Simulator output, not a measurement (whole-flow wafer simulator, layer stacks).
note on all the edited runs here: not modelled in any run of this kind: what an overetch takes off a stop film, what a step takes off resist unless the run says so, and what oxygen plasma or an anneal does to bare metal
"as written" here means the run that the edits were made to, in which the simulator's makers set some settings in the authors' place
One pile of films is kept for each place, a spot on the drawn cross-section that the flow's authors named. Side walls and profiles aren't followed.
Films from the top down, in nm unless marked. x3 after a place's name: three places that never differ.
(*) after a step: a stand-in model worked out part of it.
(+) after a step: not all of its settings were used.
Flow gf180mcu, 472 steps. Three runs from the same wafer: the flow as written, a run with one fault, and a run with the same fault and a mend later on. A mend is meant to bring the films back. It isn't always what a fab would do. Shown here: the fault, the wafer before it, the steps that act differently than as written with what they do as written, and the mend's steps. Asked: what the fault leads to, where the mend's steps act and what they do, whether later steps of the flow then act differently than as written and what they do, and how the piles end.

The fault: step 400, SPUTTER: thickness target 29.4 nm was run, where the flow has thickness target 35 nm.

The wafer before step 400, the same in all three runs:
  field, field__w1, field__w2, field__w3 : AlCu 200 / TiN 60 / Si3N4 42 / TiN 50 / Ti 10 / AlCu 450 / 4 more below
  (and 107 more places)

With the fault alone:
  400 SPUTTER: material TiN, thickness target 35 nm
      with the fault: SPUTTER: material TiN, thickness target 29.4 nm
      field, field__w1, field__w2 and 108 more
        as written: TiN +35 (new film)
        with the fault: TiN +29.4 (new film)
  Later steps of the flow that act differently than as written (9 more steps differ only slightly, by at most 2% or 0.5 nm, whichever is larger, and aren't shown):
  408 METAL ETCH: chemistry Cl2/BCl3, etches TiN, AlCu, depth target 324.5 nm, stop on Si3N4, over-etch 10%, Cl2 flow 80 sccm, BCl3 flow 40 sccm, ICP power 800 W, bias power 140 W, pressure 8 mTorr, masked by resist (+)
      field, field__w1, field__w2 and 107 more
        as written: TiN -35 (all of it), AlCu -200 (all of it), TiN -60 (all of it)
        with the fault: TiN -29.4 (all of it), AlCu -200 (all of it), TiN -60 (all of it)
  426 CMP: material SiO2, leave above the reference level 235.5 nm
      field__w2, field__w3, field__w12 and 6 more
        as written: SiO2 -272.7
        with the fault: SiO2 -278.3
  At the end the piles differ from the flow's by more than 2% or 0.5 nm, whichever is larger, at mim.
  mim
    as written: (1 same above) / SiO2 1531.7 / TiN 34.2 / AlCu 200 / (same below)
    with the fault: (1 same above) / SiO2 1531.7 / TiN 28.6 / AlCu 200 / (same below)

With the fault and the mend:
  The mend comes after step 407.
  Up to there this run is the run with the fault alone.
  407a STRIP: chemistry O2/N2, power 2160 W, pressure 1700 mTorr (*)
      mim
        resist -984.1 (all of it)
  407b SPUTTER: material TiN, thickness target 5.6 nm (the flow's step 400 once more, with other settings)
      field, field__w1, field__w2 and 108 more
        TiN +5.6
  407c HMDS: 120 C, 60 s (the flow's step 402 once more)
      changes no film at any place that is followed
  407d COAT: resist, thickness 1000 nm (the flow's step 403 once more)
      field, field__w1, field__w2 and 108 more
        resist +1000 (new film)
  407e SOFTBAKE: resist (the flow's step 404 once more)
      changes no film at any place that is followed
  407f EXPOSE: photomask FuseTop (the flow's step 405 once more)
      changes no film at any place that is followed
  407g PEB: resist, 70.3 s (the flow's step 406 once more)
      field, field__w1, field__w2 and 108 more
        resist -15.9
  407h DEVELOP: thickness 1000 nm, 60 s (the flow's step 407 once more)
      field, field__w1, field__w2 and 107 more
        resist -984.1 (all of it)
  No later step of the flow acts differently than as written at any place that is followed.
  At the end the piles are the same as the flow's at every place that both follow.
